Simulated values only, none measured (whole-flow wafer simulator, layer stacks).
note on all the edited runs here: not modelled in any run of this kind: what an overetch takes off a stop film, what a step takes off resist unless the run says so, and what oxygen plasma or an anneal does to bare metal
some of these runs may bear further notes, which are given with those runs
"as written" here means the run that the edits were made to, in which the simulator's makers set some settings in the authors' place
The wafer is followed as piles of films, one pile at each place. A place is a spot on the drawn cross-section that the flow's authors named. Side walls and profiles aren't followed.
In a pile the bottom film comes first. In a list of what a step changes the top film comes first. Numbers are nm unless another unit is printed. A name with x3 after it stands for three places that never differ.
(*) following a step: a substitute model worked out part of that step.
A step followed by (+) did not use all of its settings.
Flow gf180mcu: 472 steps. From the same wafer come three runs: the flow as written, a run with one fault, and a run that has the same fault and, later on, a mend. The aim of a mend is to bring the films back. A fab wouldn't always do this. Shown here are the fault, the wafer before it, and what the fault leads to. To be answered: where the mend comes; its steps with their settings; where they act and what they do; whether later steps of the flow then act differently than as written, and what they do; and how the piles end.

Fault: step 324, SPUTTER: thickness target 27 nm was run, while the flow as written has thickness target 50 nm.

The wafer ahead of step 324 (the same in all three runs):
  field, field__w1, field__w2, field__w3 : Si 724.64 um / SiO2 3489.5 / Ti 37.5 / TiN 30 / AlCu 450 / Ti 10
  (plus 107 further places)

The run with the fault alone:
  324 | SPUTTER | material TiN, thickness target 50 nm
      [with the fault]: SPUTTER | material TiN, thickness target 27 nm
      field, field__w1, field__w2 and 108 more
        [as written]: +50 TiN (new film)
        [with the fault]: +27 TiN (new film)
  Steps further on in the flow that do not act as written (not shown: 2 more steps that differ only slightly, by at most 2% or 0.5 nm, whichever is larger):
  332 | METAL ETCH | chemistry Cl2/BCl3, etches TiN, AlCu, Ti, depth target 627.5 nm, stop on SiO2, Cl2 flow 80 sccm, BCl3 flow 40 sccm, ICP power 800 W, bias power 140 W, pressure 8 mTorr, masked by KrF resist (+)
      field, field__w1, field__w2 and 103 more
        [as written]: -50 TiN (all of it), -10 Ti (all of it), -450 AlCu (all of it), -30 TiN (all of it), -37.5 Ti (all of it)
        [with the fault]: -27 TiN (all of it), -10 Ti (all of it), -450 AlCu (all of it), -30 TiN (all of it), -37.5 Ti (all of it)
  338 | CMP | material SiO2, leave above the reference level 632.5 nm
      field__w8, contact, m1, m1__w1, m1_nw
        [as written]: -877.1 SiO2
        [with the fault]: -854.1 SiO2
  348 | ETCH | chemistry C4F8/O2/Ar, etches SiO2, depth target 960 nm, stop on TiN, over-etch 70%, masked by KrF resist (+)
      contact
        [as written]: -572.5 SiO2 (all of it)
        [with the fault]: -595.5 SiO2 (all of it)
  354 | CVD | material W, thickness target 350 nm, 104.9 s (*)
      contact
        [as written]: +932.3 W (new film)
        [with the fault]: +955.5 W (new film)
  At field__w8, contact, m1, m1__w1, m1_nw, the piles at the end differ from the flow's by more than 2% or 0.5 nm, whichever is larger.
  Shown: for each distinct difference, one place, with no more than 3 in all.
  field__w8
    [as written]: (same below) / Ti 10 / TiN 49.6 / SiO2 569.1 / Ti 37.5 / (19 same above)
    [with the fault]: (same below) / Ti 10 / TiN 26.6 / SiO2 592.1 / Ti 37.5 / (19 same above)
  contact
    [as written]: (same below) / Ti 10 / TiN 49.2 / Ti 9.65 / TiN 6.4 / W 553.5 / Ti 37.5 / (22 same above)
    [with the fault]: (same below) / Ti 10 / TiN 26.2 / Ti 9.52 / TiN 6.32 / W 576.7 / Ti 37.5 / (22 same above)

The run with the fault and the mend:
  The mend stands after step 331.
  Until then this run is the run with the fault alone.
  331a | STRIP | chemistry O2/N2, power 2160 W, pressure 1700 mTorr (*)
      field__w8, contact, m1, m1__w1, m1_nw
        -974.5 KrF resist (all of it)
  331b | SPUTTER | material TiN, thickness target 23 nm (a further turn of the flow's step 324, with different settings)
      field, field__w1, field__w2 and 108 more
        +23 TiN
  331c | HMDS | 120 C, 60 s (a further turn of the flow's step 326)
      alters no film at any place that is followed
  331d | COAT | KrF resist, thickness 1000 nm (a further turn of the flow's step 327)
      field, field__w1, field__w2 and 108 more
        +1000 KrF resist (new film)
  331e | SOFTBAKE | KrF resist (a further turn of the flow's step 328)
      alters no film at any place that is followed
  331f | EXPOSE | photomask Metal3 (a further turn of the flow's step 329)
      alters no film at any place that is followed
  331g | PEB | KrF resist, 135 C, 90 s (a further turn of the flow's step 330)
      field, field__w1, field__w2 and 108 more
        -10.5 KrF resist
  331h | DEVELOP | thickness 1000 nm, 60 s (a further turn of the flow's step 331)
      field, field__w1, field__w2 and 103 more
        -989.5 KrF resist (all of it)
      field__w8, contact, m1, m1__w1, m1_nw
        -14.9 KrF resist
  Every later step of the flow that is run acts as written at every place that is followed.
  By the end, the piles equal the flow's at every place that both follow.
